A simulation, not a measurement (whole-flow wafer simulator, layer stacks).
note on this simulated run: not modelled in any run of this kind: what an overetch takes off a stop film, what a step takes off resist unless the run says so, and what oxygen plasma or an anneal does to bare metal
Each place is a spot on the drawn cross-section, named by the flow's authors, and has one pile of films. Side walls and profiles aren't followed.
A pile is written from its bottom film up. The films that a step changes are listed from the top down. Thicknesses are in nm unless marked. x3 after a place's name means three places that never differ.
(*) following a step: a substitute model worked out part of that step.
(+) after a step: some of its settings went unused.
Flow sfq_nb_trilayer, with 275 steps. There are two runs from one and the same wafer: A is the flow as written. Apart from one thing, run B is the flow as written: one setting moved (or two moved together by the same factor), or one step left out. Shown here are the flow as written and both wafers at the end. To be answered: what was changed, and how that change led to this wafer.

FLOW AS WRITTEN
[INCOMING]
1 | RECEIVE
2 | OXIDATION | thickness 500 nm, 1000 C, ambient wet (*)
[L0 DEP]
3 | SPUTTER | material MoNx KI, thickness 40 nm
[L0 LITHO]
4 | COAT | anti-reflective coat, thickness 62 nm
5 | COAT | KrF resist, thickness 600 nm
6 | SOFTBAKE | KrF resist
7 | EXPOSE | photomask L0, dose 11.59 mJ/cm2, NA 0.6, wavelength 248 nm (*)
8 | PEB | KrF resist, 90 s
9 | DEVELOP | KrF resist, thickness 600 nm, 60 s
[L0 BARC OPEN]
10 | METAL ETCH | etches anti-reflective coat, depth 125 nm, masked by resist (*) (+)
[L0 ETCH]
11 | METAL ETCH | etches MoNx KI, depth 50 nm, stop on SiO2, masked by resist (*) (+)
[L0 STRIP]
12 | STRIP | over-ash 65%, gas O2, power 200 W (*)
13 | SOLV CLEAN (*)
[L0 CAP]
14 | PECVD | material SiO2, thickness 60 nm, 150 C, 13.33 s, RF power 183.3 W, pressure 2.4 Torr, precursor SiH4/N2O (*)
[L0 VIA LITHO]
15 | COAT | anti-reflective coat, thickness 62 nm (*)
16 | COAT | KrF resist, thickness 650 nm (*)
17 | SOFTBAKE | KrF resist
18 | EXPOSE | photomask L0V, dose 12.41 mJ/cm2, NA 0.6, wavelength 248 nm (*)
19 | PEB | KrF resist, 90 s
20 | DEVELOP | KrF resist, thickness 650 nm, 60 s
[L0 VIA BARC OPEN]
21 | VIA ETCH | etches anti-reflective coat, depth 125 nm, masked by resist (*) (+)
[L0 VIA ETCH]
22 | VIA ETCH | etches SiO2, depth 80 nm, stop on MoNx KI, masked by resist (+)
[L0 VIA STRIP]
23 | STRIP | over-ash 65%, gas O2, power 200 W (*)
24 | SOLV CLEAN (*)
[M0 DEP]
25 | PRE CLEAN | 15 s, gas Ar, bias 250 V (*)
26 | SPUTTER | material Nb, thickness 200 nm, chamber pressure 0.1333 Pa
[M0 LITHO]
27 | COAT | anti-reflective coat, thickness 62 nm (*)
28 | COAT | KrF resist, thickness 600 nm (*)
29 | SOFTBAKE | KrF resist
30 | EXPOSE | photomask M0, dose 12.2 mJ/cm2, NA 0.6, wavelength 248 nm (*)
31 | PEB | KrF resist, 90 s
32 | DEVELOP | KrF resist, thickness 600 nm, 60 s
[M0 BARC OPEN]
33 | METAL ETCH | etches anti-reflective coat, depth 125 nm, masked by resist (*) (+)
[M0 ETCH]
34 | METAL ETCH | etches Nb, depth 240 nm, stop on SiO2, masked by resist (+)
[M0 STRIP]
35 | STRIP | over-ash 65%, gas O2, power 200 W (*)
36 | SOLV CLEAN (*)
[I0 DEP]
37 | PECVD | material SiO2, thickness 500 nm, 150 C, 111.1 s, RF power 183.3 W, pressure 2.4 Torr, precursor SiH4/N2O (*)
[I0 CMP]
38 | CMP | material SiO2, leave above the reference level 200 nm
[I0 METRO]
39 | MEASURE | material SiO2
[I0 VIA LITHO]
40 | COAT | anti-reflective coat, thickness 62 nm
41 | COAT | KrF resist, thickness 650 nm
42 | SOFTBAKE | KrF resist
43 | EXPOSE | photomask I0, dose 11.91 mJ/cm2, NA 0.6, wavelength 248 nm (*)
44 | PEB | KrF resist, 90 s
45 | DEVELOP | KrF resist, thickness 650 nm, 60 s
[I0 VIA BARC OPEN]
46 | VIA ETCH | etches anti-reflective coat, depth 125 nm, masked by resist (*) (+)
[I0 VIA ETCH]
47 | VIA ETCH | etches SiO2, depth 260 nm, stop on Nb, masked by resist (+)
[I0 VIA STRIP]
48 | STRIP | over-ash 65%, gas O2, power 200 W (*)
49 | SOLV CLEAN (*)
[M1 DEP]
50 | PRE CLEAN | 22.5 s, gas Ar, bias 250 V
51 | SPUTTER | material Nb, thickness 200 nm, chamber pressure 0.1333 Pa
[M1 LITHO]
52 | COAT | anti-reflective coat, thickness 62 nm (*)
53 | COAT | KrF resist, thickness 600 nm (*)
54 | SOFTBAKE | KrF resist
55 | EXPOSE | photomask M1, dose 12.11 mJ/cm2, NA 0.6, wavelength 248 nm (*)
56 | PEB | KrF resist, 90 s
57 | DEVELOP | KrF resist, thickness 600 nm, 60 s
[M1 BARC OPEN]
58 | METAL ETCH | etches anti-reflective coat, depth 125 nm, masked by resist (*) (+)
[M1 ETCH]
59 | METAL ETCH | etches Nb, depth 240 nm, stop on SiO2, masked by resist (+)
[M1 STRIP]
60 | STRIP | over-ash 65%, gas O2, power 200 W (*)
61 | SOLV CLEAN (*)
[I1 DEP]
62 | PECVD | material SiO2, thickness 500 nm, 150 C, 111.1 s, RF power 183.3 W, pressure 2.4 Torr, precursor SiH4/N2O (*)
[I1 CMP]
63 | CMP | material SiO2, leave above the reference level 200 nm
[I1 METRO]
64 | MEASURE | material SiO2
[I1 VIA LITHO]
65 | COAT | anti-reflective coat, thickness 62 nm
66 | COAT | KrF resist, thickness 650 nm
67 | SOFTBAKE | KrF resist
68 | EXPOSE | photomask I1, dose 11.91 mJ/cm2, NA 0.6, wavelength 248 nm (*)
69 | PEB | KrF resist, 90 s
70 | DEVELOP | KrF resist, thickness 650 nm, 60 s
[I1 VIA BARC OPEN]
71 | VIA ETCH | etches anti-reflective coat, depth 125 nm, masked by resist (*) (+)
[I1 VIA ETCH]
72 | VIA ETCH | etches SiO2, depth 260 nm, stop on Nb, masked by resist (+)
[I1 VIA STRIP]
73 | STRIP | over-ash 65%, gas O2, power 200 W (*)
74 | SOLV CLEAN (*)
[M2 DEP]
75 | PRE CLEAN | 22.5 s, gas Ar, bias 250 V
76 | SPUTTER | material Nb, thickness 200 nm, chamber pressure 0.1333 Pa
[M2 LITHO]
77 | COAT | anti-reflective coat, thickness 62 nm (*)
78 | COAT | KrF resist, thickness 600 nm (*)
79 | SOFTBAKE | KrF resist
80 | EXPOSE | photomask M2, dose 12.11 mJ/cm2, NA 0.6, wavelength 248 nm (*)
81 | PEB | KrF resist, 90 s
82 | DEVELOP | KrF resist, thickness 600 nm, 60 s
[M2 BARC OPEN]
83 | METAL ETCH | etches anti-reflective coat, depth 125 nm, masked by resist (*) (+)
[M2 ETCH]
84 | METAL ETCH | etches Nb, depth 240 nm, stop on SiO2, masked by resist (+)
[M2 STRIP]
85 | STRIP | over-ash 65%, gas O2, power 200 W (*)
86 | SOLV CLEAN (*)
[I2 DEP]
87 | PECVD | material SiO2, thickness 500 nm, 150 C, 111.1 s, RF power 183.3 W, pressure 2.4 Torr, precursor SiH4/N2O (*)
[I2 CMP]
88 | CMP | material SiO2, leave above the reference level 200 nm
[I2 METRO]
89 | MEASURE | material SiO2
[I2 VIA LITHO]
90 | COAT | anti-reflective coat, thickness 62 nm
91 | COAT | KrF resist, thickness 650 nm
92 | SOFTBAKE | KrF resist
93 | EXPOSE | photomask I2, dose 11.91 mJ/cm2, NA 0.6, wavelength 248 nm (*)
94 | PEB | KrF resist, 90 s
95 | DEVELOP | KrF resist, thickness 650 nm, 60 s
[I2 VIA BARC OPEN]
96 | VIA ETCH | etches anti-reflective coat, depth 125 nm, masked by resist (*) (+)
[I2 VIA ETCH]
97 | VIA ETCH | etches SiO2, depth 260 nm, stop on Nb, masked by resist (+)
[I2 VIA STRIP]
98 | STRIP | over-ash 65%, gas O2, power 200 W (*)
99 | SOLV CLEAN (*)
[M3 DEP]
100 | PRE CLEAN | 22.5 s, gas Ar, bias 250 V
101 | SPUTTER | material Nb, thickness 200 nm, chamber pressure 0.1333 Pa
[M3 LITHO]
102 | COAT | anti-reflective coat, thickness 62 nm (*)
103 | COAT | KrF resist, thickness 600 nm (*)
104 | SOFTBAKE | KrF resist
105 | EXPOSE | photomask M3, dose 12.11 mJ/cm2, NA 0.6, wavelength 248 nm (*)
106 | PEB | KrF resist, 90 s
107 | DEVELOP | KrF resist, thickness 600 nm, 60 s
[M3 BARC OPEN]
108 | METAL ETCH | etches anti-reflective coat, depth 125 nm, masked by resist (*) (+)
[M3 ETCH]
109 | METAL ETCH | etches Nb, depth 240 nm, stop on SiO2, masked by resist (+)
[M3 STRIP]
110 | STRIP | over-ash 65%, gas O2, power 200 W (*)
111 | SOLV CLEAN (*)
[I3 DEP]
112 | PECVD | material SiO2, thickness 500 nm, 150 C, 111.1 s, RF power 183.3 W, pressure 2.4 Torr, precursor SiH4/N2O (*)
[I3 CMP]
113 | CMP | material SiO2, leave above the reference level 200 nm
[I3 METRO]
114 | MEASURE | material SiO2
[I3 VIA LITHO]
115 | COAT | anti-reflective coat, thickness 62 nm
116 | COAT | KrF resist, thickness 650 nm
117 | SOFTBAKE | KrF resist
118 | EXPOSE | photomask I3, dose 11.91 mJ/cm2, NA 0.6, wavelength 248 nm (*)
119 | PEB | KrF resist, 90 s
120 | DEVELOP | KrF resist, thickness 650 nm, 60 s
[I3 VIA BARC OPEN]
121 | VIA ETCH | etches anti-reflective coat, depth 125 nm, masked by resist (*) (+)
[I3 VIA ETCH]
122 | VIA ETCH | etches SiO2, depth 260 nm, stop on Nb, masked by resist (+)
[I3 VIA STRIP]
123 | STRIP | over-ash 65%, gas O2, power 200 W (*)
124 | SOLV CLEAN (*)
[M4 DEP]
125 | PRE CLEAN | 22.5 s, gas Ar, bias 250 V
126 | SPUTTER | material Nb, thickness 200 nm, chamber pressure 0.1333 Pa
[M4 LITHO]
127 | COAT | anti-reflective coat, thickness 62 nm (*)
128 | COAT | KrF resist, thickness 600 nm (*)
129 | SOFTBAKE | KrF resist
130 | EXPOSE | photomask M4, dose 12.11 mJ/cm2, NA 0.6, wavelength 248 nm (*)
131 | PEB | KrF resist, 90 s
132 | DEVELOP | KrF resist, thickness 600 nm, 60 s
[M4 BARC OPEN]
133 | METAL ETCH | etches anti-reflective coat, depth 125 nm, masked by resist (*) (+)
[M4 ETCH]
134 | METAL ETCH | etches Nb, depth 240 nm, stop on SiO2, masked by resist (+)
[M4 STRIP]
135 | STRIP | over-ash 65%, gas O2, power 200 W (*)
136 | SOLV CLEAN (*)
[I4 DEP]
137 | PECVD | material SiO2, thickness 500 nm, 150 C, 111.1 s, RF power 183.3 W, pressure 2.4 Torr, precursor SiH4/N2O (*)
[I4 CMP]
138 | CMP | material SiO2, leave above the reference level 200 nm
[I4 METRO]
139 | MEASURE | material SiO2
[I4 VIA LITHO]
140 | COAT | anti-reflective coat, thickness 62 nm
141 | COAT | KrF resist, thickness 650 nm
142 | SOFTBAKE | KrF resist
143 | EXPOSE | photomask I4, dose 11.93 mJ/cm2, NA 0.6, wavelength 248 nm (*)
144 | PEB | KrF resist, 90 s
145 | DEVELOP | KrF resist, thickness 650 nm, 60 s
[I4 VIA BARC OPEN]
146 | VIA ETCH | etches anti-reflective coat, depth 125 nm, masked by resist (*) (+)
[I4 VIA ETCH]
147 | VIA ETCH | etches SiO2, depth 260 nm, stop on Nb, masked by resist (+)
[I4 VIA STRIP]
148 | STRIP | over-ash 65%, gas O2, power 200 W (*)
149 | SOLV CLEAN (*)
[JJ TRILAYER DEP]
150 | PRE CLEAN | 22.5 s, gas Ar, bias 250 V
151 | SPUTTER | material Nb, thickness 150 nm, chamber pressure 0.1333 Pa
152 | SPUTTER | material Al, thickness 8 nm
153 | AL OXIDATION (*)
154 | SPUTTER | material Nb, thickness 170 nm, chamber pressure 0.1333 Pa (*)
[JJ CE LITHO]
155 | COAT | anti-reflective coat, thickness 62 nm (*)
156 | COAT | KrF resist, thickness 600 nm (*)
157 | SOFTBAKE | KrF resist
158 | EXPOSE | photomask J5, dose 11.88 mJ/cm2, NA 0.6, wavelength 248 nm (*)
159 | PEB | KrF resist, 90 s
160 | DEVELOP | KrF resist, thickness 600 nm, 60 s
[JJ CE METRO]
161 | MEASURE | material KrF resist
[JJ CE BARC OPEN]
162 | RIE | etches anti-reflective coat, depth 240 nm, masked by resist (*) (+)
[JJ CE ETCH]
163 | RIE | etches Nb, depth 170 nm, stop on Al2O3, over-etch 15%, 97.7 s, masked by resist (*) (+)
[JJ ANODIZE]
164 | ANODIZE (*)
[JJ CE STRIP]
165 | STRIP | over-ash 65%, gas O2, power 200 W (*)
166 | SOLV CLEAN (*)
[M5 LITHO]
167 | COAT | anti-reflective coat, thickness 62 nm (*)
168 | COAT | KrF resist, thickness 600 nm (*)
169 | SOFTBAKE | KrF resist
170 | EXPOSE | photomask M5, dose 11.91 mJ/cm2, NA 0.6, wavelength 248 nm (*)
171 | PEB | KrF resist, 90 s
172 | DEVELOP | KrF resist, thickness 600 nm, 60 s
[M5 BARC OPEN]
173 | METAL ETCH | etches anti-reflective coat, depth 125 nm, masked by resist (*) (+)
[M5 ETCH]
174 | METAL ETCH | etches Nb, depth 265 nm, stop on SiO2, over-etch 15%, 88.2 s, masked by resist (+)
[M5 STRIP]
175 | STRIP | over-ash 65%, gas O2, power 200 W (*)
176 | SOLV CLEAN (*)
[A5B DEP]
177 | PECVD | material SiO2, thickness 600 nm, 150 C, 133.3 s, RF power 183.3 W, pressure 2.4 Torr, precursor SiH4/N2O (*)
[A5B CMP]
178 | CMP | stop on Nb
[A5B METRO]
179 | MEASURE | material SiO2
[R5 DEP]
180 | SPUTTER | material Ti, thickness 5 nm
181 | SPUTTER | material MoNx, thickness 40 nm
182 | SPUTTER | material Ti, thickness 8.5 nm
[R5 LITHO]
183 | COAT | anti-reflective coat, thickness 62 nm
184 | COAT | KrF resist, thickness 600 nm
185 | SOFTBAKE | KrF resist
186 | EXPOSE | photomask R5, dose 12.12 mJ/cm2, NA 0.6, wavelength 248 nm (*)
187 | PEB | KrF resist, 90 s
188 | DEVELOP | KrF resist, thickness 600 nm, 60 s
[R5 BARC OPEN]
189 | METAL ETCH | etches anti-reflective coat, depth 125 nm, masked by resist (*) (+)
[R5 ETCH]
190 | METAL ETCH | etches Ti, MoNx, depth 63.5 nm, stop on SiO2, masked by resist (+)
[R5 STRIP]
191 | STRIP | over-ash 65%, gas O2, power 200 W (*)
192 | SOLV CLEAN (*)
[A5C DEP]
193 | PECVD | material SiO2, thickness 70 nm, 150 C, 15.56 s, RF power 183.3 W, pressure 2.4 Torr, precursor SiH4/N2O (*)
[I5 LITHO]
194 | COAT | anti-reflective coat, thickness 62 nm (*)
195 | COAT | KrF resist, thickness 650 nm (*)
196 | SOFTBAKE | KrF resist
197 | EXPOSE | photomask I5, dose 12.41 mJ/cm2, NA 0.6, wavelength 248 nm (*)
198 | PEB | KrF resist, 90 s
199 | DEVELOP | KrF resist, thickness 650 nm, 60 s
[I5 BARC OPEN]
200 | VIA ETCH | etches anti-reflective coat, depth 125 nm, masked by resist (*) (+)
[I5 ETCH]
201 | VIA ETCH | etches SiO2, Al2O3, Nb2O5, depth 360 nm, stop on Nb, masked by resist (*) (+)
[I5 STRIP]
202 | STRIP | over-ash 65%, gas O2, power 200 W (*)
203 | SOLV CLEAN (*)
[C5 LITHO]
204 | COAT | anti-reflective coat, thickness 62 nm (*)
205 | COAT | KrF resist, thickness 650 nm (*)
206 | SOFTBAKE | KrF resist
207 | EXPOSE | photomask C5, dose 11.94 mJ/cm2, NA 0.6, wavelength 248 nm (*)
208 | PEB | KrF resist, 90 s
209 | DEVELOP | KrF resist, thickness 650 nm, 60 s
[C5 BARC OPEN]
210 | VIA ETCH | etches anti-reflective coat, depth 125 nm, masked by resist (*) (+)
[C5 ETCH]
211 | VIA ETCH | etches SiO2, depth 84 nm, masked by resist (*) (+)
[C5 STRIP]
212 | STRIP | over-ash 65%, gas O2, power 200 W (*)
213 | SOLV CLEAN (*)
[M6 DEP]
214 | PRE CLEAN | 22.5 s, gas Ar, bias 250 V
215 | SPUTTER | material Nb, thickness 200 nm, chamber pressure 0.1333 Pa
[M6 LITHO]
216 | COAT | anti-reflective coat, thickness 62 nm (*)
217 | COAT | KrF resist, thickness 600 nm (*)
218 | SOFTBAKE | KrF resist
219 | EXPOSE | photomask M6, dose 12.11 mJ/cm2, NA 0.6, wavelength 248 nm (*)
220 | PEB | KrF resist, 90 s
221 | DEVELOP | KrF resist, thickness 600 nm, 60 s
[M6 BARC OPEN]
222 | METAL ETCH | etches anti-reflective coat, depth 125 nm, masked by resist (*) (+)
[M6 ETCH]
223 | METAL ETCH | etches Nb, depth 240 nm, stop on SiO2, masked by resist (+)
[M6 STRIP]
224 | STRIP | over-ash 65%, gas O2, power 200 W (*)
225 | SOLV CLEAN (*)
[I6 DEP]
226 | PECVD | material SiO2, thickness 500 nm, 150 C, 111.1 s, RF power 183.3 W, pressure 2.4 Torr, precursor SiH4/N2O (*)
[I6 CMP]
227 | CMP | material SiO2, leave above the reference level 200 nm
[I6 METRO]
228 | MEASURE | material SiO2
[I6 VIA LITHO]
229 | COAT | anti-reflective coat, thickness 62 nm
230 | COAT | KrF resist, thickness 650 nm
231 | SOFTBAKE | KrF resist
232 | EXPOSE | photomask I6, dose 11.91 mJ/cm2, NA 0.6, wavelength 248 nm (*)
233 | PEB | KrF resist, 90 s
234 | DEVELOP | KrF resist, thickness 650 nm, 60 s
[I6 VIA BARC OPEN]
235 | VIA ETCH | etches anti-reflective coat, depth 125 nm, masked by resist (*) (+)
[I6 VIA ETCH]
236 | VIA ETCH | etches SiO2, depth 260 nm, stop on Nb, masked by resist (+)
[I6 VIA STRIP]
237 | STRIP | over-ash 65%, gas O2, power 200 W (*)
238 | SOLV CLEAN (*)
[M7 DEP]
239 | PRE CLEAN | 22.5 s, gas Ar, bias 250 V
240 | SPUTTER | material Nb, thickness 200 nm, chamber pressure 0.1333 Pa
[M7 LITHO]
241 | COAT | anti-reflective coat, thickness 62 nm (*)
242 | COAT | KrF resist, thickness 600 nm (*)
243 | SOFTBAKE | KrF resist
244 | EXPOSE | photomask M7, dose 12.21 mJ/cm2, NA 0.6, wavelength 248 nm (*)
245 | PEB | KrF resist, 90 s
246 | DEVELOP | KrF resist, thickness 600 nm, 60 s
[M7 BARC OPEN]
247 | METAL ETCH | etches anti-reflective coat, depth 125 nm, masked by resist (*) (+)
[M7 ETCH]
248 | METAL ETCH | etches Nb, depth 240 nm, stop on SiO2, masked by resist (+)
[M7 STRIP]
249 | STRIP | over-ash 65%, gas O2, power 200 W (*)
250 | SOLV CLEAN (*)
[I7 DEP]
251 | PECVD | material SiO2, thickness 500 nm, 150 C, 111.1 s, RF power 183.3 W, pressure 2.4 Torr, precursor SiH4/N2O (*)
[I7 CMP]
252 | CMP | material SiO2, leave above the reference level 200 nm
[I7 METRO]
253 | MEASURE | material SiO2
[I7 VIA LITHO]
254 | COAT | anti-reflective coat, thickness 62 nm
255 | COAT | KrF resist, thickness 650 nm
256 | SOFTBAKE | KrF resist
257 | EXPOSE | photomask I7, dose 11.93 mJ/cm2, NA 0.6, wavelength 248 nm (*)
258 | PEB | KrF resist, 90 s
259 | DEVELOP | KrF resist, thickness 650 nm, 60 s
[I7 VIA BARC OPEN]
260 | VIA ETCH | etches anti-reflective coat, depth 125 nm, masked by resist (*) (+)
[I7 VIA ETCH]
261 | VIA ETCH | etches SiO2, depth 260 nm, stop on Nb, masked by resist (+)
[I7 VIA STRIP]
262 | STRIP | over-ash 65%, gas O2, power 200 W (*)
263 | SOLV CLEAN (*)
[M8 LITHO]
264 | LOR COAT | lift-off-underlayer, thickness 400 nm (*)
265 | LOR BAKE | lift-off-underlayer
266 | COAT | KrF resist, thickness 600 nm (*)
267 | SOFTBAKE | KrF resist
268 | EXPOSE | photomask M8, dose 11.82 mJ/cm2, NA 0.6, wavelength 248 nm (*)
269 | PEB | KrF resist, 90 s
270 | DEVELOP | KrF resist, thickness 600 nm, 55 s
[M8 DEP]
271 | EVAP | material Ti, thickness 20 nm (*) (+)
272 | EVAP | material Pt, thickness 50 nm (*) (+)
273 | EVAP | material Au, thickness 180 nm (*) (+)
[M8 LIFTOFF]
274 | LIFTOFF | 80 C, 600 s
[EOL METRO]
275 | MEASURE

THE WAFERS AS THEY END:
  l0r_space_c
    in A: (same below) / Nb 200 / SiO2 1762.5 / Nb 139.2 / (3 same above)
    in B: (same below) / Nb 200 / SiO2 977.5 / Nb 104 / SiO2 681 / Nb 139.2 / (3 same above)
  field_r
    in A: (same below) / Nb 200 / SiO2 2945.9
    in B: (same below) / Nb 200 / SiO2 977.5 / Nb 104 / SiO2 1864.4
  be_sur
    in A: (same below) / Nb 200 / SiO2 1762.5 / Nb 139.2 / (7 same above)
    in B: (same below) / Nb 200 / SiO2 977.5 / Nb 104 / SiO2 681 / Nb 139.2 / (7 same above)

The reason: step 109, METAL ETCH: depth 96 nm was run, while the flow as written has depth 240 nm.

The path from the change to this, step by step:
  109 | METAL ETCH | etches Nb, depth 240 nm, stop on SiO2, masked by resist (+)
      field_l, be, be_sur and 72 more: A Nb loses 200 (all of it) | B Nb loses 96
      v_sur, via_wl, via_w and 28 more: A KrF resist loses 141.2 | B KrF resist loses 56.5
  110 | STRIP | over-ash 65%, gas O2, power 200 W (*)
      p4_w1 x9, wl_j_sl, wl_jj and 13 more: A KrF resist loses 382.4 (all of it), anti-reflective coat loses 62 (all of it) | B KrF resist loses 467.1 (all of it), anti-reflective coat loses 62 (all of it)
      via_wl, via_wr: A KrF resist loses 384.2 (all of it), anti-reflective coat loses 34.2 (all of it) | B KrF resist loses 468.9 (all of it), anti-reflective coat loses 34.2 (all of it)
      (as well as at 5 more places)
  112 | PECVD | material SiO2, thickness 500 nm, 150 C, 111.1 s, RF power 183.3 W, pressure 2.4 Torr, precursor SiH4/N2O (*)
      field_l, be, be_sur and 64 more: A SiO2 gains 500 | B SiO2 gains 500 (new film)
      p4_g1 x2, p3_s0 x6: A SiO2 gains 557.1 | B SiO2 gains 500 (new film)
  113 | CMP | material SiO2, leave above the reference level 200 nm
      field_l, be, be_sur and 64 more: A SiO2 loses 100 | B SiO2 loses 204
      p4_g1 x2, p3_s0 x6: A SiO2 loses 157.1 | B SiO2 loses 204
If metal films that touch count as one body, l0r_space_c has 3 bodies (between them, from the top down: SiO2 681; SiO2 977.5); the flow as written gives 2 bodies (between them, from the top down: SiO2 1762.5).
If metal films that touch count as one body, field_r has 2 bodies (between them, from the top down: SiO2 977.5); the flow as written gives 1 body.
If metal films that touch count as one body, be_sur has 5 bodies (between them, from the top down: SiO2 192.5; SiO2 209 / Al2O3 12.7 / Nb2O5 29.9; SiO2 681; SiO2 977.5); the flow as written gives 4 bodies (between them, from the top down: SiO2 192.5; SiO2 209 / Al2O3 12.7 / Nb2O5 29.9; SiO2 1762.5).
